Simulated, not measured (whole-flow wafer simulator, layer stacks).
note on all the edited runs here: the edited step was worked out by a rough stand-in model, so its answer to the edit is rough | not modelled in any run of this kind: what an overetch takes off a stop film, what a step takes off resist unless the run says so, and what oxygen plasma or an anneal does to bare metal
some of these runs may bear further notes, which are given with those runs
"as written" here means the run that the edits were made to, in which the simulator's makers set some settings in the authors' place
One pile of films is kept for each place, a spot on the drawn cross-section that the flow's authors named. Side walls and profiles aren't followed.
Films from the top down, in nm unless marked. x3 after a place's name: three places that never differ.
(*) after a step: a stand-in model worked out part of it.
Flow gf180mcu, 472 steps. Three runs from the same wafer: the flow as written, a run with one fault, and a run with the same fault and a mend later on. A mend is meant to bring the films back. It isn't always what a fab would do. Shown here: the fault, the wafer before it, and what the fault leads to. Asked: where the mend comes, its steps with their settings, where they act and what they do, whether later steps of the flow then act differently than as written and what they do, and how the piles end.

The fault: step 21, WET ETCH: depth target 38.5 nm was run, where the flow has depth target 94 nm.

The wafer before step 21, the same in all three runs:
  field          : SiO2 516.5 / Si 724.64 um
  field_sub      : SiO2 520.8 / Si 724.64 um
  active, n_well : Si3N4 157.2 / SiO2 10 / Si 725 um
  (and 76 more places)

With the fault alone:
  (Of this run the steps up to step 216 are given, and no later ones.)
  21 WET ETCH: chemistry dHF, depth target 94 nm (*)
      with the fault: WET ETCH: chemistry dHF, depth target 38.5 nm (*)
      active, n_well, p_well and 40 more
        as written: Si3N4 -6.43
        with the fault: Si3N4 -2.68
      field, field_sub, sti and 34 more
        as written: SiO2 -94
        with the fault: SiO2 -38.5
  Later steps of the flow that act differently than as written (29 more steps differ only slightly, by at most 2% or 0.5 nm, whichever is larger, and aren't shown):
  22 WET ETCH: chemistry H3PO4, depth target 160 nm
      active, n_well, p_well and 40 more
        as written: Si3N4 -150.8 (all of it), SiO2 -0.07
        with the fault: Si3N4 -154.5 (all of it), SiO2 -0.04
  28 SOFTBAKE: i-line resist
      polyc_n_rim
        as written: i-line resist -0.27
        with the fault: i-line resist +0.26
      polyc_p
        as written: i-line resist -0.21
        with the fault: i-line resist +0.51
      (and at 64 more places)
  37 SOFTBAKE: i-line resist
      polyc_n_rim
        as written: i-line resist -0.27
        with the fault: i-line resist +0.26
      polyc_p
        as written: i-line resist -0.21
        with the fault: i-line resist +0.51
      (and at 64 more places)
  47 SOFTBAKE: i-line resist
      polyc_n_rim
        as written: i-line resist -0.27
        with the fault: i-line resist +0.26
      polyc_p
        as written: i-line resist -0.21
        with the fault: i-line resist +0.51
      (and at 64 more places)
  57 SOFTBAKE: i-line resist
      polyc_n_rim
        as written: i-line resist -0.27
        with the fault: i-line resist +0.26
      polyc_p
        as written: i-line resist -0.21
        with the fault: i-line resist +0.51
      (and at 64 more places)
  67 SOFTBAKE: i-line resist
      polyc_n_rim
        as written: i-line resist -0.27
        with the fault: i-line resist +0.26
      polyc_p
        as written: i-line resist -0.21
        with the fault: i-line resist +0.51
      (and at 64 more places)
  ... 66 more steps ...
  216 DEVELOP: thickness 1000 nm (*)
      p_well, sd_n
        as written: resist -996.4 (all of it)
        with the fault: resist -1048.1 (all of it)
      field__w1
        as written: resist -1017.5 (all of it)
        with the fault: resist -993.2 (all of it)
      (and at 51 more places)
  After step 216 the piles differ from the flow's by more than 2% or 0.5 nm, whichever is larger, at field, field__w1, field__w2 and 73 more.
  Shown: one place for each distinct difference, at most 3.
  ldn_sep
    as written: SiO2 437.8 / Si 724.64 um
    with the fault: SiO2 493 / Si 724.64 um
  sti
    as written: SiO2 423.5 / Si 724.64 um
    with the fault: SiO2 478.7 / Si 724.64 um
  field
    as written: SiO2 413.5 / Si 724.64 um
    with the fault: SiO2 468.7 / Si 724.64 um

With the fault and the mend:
  The mend comes after step 21.
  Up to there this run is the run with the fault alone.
  21a WET ETCH: chemistry dHF, depth target 55.5 nm (the flow's step 21 once more, with other settings)
      field, field_sub, sti and 34 more
        SiO2 -55.5
  Later steps of the flow that act differently than as written (11 more steps differ only slightly, by at most 2% or 0.5 nm, whichever is larger, and aren't shown):
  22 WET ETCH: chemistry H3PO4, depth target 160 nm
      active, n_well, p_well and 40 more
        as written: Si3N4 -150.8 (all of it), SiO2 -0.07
        with the mend: Si3N4 -154.5 (all of it), SiO2 -0.04
  At the end the piles are the same as the flow's at every place that both follow.
